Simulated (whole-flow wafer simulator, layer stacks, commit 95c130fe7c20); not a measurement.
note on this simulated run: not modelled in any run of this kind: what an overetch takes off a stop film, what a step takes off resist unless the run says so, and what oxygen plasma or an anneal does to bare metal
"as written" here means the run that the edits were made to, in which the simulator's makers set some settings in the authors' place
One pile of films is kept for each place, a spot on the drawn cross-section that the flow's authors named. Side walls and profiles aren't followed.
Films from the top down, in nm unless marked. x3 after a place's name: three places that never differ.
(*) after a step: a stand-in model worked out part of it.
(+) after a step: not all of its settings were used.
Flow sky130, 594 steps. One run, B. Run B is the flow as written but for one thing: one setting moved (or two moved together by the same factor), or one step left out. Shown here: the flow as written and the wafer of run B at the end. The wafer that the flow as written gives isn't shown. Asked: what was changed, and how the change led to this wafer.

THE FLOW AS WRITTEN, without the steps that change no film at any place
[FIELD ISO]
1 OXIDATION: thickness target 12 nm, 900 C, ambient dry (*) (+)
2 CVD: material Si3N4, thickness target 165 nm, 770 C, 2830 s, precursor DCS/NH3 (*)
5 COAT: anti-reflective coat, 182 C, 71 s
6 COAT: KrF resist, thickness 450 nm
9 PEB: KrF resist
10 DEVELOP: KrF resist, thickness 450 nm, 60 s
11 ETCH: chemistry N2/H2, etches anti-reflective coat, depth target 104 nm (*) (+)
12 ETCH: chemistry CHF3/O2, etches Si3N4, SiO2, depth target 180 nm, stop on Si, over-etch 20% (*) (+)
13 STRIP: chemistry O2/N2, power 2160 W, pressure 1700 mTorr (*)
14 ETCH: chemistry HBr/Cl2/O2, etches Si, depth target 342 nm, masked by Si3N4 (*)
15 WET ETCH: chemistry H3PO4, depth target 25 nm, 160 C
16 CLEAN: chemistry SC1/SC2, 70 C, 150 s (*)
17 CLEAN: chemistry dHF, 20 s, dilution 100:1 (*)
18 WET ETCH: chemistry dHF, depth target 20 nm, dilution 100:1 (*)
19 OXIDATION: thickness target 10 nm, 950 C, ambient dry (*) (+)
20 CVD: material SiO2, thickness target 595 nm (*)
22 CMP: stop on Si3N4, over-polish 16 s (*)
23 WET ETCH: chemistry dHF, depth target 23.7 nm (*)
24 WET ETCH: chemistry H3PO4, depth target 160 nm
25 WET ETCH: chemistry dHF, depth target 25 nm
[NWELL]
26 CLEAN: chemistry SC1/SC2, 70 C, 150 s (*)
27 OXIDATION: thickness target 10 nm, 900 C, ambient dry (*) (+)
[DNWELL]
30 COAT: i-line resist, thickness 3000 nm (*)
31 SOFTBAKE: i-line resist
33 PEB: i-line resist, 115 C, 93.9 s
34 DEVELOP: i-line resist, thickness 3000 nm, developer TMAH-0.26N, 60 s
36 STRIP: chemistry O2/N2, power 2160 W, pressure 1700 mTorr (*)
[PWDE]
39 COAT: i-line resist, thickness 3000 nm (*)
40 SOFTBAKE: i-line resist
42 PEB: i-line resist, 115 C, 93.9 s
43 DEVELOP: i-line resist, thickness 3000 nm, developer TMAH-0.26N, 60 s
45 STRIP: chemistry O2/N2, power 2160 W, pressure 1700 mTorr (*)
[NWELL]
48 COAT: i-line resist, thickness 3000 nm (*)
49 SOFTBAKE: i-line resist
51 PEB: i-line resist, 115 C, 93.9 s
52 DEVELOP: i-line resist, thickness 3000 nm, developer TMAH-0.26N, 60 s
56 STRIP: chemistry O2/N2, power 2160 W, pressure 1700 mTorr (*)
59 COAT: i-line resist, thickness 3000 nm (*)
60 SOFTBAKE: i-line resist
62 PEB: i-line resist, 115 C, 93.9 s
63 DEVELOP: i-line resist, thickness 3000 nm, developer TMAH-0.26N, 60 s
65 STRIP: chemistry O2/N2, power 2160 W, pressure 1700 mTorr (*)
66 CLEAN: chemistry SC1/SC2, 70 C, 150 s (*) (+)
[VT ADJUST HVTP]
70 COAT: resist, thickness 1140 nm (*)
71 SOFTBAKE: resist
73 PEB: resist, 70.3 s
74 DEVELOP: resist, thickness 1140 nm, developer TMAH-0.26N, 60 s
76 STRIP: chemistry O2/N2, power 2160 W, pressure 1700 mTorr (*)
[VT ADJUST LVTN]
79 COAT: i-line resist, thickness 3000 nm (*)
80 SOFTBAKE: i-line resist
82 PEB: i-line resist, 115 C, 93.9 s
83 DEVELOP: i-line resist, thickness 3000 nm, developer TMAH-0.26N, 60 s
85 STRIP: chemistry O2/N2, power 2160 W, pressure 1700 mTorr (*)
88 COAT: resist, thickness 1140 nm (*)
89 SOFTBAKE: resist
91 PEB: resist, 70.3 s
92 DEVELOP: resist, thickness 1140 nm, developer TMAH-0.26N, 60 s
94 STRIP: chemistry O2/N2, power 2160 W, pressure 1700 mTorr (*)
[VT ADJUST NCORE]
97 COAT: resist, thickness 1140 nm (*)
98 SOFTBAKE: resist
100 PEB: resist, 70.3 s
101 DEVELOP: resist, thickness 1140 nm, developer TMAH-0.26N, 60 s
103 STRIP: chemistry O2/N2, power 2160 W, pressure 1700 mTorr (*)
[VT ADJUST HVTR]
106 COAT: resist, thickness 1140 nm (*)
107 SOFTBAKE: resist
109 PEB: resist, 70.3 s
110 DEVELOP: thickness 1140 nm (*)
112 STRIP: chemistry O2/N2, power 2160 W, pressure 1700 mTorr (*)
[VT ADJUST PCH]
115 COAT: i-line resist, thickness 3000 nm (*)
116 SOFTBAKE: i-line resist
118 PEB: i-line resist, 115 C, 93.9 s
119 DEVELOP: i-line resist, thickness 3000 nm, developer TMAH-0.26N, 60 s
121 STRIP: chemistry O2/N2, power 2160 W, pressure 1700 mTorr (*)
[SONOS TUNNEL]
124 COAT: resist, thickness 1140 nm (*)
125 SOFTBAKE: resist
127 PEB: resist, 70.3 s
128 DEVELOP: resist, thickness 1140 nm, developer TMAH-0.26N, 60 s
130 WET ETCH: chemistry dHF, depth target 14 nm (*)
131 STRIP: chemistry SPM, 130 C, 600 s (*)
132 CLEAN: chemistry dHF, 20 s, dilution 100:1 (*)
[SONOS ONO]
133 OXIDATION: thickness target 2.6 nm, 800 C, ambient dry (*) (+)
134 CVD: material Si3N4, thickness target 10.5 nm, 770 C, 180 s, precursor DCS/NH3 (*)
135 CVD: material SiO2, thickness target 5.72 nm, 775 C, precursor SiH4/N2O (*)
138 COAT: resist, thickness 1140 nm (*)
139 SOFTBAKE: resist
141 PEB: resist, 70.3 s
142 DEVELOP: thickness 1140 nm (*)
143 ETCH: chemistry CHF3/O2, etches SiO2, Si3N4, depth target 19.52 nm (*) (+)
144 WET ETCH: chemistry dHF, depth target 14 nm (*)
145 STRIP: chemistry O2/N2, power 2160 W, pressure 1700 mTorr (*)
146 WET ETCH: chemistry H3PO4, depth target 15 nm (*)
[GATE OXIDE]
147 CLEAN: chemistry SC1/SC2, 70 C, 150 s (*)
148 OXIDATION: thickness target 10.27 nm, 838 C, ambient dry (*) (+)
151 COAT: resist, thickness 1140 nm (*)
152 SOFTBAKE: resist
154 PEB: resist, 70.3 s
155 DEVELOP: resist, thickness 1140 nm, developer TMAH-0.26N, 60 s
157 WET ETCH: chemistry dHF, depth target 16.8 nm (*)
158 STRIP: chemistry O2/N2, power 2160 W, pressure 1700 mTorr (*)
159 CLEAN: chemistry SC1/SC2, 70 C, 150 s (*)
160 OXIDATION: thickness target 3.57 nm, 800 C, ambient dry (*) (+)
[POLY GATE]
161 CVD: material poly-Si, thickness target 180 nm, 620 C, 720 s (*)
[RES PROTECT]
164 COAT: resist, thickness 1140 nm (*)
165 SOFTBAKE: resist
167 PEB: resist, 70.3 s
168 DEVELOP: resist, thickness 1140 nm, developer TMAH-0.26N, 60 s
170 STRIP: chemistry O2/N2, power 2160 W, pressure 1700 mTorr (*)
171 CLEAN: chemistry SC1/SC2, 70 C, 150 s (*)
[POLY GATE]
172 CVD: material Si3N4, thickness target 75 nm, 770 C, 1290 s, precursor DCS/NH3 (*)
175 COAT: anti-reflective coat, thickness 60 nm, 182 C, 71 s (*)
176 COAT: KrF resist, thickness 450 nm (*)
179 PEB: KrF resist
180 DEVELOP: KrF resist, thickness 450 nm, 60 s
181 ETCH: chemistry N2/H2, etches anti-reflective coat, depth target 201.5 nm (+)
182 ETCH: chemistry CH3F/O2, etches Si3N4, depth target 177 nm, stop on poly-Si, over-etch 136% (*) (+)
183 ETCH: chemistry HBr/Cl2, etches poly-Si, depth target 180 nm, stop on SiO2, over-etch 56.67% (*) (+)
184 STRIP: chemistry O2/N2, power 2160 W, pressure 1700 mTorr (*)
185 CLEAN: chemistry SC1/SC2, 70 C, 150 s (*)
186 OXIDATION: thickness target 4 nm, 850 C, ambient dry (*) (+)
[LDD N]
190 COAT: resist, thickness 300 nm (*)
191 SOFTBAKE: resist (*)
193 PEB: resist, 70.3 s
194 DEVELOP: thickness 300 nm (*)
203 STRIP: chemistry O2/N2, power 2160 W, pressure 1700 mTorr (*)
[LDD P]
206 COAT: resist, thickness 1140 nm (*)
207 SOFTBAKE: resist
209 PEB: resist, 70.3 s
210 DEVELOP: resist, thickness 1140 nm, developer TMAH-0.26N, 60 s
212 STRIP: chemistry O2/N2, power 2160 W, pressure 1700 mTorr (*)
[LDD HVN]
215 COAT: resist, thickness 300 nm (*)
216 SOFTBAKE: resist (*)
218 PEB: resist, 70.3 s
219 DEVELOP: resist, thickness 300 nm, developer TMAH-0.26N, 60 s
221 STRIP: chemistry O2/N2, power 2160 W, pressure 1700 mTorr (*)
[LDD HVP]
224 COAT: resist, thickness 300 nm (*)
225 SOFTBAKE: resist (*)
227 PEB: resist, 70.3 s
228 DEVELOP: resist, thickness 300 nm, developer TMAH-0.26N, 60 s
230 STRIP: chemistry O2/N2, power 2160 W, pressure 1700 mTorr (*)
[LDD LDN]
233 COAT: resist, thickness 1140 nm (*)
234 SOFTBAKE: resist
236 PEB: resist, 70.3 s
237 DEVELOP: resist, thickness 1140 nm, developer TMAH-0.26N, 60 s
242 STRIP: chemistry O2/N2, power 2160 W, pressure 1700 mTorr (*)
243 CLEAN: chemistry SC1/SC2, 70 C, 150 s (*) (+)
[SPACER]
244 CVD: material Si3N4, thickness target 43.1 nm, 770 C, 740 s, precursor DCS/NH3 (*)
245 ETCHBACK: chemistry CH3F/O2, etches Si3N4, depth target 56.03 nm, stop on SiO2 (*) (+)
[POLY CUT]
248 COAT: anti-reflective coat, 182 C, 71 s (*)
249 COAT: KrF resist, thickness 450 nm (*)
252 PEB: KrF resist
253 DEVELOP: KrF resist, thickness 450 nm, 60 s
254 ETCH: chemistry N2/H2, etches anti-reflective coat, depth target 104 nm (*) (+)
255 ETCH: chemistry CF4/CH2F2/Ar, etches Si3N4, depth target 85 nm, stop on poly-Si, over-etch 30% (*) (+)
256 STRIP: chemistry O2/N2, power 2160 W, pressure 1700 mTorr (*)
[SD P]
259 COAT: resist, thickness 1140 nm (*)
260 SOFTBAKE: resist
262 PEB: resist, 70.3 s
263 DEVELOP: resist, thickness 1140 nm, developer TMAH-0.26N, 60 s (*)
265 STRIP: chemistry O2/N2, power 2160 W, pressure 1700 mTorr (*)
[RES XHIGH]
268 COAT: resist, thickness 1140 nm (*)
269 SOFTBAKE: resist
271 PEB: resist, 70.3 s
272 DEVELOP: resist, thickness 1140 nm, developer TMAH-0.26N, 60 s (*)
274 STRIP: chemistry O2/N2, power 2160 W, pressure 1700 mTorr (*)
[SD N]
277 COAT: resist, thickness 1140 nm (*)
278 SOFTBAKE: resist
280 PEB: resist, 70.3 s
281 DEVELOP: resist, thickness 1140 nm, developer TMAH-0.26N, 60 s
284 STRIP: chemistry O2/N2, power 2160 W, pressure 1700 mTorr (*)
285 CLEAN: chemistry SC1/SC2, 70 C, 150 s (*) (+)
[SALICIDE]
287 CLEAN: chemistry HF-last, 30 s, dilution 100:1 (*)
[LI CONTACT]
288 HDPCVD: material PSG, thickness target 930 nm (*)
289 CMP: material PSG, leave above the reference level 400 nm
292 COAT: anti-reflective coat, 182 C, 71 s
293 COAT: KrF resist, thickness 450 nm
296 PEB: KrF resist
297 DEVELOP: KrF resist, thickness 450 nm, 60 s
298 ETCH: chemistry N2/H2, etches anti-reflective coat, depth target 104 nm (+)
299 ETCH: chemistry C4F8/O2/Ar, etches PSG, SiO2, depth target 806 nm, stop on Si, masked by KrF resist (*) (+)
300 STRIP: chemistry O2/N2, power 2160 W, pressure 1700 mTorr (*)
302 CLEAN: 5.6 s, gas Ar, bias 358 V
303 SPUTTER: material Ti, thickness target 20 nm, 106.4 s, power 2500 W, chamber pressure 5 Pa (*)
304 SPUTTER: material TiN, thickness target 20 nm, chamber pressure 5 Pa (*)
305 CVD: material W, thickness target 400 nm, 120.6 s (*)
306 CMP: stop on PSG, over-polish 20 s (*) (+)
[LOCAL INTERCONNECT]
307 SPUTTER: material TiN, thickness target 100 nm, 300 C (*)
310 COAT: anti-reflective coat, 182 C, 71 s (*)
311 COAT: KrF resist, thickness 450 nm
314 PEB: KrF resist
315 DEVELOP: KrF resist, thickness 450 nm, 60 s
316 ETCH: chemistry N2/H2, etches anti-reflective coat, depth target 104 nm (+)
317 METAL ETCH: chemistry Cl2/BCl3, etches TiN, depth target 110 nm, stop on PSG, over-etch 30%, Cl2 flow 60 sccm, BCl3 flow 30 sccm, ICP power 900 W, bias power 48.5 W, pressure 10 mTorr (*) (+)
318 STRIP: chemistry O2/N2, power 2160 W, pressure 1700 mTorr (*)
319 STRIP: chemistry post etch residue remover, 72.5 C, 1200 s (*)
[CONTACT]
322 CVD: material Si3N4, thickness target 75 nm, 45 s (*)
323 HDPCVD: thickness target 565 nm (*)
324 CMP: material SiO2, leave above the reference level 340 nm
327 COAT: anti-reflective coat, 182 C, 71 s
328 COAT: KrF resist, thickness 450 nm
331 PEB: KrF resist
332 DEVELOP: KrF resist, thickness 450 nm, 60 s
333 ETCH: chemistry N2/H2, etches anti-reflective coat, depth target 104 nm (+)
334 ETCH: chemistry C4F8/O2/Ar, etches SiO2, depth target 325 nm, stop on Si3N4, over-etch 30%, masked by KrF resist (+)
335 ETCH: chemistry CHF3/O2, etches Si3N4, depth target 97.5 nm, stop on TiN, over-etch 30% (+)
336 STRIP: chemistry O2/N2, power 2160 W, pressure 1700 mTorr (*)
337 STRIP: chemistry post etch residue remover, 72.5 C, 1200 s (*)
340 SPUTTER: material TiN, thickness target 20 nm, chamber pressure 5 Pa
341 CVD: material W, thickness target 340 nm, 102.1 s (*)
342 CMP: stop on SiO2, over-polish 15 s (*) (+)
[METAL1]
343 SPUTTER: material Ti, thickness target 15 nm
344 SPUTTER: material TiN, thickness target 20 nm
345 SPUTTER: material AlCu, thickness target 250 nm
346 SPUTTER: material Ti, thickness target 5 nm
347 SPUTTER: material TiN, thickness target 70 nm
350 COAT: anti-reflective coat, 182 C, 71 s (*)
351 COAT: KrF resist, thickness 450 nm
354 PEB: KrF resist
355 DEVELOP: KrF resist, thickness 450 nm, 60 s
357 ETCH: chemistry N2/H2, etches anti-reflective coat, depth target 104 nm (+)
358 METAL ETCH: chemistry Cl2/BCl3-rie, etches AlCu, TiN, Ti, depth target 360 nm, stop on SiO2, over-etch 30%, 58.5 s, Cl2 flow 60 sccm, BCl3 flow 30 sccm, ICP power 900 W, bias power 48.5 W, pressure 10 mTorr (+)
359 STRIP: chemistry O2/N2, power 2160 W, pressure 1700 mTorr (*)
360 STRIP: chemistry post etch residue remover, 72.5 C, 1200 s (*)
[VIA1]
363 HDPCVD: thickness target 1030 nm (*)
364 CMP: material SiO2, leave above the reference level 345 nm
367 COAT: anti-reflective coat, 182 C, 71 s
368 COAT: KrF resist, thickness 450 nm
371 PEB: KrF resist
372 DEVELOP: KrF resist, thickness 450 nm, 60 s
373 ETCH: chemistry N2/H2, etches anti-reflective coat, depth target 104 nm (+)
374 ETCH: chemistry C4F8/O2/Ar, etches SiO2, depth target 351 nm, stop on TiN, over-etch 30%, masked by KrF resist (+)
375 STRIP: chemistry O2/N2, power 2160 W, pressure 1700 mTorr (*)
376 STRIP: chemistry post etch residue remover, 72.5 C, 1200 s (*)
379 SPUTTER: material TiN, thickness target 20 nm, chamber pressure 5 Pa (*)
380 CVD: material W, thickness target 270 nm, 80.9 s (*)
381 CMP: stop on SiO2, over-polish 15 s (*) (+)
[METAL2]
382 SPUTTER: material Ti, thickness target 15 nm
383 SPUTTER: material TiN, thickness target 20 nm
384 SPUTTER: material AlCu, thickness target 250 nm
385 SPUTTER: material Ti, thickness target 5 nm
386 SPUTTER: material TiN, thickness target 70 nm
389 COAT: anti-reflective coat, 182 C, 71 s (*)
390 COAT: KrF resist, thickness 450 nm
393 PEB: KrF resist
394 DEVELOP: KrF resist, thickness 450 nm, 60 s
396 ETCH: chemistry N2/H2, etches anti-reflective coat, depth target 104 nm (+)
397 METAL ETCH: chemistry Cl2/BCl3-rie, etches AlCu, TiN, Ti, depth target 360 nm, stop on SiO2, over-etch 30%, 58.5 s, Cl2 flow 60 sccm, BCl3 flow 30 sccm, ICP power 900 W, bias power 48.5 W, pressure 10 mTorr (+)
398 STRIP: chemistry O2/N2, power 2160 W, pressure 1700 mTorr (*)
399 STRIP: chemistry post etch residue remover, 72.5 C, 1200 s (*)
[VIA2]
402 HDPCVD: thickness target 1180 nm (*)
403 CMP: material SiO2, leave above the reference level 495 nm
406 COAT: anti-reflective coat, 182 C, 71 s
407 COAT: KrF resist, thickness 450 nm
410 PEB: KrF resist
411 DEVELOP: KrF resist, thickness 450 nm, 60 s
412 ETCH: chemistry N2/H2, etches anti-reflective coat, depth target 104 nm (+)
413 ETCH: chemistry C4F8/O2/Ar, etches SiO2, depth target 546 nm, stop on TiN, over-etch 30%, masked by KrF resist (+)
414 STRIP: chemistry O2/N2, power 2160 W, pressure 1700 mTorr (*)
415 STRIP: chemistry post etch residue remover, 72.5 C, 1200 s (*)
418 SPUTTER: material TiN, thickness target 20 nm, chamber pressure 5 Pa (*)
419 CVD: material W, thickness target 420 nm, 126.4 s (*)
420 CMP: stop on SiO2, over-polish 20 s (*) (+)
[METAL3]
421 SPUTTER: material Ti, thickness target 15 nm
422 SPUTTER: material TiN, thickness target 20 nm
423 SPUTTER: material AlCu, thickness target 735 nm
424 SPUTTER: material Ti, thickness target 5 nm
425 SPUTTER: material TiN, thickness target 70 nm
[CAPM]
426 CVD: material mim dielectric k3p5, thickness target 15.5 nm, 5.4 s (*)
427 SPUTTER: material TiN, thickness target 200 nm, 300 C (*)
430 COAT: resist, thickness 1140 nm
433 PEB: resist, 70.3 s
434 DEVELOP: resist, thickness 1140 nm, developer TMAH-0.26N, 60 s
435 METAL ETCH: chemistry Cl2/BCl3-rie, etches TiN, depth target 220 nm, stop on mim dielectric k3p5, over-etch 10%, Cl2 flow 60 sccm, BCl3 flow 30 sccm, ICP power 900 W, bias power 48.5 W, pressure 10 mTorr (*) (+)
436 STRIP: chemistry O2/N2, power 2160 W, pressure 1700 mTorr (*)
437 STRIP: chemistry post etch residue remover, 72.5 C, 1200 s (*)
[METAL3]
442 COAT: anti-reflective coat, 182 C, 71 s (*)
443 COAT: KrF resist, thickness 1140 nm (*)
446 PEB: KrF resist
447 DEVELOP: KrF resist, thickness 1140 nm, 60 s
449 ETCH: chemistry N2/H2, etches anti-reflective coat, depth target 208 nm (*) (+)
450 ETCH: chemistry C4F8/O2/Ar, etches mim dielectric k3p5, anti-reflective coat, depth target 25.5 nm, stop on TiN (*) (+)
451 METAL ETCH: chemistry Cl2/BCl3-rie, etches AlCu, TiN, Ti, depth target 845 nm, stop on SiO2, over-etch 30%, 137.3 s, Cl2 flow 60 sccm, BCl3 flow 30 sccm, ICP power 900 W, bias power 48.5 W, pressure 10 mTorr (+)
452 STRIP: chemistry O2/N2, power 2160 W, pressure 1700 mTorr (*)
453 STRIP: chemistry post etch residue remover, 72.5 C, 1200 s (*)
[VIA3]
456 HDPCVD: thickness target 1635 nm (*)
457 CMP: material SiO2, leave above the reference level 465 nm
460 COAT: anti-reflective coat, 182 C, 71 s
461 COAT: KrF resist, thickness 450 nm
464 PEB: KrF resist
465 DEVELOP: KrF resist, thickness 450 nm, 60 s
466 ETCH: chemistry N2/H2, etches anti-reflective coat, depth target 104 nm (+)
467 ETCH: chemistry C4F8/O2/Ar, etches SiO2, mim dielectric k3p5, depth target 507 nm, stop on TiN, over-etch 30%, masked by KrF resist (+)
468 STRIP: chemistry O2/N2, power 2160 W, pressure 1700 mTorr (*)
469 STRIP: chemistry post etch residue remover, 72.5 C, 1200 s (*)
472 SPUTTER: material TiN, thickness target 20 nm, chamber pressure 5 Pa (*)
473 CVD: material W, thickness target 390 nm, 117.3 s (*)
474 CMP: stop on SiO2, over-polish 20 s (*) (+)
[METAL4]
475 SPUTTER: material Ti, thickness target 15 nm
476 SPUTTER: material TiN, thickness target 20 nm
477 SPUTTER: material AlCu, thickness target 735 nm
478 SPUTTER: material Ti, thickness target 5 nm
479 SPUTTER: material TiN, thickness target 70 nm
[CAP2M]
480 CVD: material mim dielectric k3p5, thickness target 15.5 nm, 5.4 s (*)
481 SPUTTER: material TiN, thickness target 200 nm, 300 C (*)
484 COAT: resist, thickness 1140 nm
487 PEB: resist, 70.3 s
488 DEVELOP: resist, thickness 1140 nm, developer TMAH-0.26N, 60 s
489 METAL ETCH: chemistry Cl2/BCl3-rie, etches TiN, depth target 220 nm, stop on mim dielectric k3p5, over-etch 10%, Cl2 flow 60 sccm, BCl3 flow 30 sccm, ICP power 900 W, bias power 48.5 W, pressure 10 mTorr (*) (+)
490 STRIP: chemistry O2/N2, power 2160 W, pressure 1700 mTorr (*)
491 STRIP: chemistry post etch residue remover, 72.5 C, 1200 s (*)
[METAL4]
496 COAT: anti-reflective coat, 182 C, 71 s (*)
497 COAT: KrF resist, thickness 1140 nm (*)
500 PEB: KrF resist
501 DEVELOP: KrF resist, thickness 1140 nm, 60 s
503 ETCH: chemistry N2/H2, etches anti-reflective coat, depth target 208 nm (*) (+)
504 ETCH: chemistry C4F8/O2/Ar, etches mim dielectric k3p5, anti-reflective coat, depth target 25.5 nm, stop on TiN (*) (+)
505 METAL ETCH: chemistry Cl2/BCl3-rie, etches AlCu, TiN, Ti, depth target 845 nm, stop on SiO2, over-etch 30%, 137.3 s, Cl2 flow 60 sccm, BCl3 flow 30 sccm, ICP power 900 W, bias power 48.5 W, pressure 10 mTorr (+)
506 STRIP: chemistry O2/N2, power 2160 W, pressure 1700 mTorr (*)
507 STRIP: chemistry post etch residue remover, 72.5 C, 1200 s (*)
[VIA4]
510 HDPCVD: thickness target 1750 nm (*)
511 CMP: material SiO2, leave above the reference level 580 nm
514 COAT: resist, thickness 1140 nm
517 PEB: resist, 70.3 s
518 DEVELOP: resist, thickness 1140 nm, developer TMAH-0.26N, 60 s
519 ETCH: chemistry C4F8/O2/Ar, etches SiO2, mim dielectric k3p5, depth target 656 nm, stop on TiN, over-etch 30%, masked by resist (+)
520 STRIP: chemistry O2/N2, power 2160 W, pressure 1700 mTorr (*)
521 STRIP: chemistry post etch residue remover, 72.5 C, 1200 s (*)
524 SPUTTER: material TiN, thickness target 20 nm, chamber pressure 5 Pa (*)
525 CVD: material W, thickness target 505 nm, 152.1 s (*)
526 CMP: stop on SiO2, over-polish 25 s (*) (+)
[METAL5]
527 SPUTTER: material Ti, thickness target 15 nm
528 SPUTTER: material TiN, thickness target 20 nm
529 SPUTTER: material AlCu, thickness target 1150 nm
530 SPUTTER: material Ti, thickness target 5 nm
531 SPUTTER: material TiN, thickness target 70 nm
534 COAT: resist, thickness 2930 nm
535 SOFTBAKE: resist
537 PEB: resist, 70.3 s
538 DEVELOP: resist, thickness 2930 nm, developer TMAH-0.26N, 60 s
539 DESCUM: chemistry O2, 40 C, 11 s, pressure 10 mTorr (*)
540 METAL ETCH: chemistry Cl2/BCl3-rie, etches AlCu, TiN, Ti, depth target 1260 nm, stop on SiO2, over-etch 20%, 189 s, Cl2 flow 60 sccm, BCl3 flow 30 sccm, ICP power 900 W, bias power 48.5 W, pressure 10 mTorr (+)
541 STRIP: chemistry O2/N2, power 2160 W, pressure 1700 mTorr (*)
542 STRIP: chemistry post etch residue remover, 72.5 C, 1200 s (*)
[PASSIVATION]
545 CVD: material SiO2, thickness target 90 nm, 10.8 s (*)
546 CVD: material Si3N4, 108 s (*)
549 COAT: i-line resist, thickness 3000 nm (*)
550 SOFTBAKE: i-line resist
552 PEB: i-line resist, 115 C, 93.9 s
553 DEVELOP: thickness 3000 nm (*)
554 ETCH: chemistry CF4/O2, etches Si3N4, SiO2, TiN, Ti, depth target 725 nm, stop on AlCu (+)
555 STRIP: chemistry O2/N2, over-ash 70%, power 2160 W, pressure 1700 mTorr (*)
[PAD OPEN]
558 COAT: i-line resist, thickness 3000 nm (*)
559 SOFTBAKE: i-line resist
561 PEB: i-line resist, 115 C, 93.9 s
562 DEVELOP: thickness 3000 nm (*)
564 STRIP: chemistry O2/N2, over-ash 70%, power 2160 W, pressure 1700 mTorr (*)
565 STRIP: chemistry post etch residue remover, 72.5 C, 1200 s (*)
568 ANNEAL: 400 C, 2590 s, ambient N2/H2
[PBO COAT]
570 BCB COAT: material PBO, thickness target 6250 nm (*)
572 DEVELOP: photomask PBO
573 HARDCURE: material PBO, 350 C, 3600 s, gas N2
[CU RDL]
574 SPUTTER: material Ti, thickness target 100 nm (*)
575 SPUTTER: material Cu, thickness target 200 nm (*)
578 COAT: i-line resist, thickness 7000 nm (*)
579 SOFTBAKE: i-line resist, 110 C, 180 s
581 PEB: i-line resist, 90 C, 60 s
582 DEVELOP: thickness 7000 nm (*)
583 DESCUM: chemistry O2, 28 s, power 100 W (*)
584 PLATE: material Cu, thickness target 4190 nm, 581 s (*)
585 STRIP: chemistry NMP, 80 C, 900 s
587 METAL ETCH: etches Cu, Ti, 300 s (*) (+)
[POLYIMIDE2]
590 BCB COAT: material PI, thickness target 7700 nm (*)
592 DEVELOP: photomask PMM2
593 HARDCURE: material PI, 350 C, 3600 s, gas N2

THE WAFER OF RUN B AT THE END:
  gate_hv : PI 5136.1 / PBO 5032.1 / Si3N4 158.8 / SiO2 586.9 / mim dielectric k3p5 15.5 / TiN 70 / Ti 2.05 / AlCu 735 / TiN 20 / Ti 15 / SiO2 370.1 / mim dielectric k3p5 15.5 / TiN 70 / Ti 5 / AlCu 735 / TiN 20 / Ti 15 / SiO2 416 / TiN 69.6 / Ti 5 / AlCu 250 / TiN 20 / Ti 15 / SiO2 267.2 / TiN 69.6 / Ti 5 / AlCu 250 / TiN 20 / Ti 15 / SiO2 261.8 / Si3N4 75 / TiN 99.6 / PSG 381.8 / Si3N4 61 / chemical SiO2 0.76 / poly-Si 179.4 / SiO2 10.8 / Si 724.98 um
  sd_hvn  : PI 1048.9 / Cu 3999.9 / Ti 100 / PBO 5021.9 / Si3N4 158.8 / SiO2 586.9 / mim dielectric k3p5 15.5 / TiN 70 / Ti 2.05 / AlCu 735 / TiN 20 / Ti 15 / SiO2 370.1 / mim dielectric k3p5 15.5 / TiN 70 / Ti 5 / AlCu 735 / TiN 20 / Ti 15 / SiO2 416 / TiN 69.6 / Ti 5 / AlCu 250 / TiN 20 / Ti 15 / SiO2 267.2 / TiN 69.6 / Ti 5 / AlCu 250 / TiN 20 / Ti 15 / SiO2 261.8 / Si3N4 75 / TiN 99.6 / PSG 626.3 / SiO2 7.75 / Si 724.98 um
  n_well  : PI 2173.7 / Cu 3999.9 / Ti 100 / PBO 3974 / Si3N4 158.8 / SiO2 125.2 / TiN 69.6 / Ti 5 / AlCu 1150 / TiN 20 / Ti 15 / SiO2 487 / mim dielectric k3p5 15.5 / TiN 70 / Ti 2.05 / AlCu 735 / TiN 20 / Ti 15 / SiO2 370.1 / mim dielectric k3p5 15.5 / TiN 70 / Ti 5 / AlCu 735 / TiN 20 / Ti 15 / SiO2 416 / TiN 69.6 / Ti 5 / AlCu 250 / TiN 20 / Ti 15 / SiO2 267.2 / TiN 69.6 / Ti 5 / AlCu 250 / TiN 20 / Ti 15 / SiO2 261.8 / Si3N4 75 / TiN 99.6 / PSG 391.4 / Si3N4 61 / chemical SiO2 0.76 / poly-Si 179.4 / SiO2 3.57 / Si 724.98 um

The cause: step 478, SPUTTER: thickness target 2.05 nm was run, where the flow has thickness target 5 nm.
It can be read off the wafer: gate_hv has Ti 2.05, and step 478 as written asks for 5 nm.

How the change led to this, step by step:
  478 SPUTTER: material Ti, thickness target 5 nm
      field, active, n_well and 189 more: Ti +2.05 (new film) (as written it would be: Ti +5 (new film))
  505 METAL ETCH: chemistry Cl2/BCl3-rie, etches AlCu, TiN, Ti, depth target 845 nm, stop on SiO2, over-etch 30%, 137.3 s, Cl2 flow 60 sccm, BCl3 flow 30 sccm, ICP power 900 W, bias power 48.5 W, pressure 10 mTorr (+)
      field, gate, spacer and 68 more: TiN -70 (all of it), Ti -2.05 (all of it), AlCu -735 (all of it), TiN -20 (all of it), Ti -15 (all of it), SiO2 -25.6 (as written it would be: TiN -70 (all of it), Ti -5 (all of it), AlCu -735 (all of it), TiN -20 (all of it), Ti -15 (all of it), SiO2 -25.4)
      active, vpp_iso1, mim_edge_plate and 14 more: TiN -70 (all of it), Ti -2.05 (all of it), AlCu -735 (all of it), TiN -20 (all of it), Ti -15 (all of it), SiO2 -25.6 (as written it would be: TiN -70 (all of it), Ti -5 (all of it), AlCu -735 (all of it), TiN -20 (all of it), Ti -15 (all of it), SiO2 -25.3)
